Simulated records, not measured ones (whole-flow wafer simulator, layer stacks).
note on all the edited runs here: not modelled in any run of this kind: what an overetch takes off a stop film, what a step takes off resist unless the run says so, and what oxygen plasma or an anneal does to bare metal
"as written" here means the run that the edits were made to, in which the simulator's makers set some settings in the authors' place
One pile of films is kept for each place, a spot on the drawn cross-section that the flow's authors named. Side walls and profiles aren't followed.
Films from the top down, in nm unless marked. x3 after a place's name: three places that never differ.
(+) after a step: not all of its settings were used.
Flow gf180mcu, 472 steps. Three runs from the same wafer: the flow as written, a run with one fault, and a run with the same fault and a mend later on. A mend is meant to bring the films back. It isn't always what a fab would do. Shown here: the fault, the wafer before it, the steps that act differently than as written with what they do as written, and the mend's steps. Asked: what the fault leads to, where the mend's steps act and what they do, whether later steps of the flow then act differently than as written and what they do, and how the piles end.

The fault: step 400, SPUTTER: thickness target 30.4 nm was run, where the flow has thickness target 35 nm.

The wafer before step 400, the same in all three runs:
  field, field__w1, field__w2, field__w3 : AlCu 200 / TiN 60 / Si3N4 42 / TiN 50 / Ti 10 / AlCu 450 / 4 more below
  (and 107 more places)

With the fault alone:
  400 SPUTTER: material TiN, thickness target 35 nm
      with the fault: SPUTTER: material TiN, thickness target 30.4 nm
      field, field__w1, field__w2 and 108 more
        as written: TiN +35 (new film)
        with the fault: TiN +30.4 (new film)
  Later steps of the flow that act differently than as written (10 more steps differ only slightly, by at most 2% or 0.5 nm, whichever is larger, and aren't shown):
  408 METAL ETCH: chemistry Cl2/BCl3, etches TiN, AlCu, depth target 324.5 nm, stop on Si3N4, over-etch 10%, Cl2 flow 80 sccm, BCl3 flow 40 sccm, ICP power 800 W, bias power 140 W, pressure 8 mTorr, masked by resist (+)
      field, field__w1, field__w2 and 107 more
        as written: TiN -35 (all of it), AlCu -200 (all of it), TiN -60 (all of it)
        with the fault: TiN -30.4 (all of it), AlCu -200 (all of it), TiN -60 (all of it)
  At the end the piles differ from the flow's by more than 2% or 0.5 nm, whichever is larger, at mim.
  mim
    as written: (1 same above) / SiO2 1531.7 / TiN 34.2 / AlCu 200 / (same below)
    with the fault: (1 same above) / SiO2 1531.7 / TiN 29.6 / AlCu 200 / (same below)

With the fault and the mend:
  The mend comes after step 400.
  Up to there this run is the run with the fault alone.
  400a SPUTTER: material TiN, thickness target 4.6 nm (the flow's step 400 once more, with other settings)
      field, field__w1, field__w2 and 108 more
        TiN +4.6
  No later step of the flow acts differently than as written at any place that is followed.
  At the end the piles are the same as the flow's at every place that both follow.
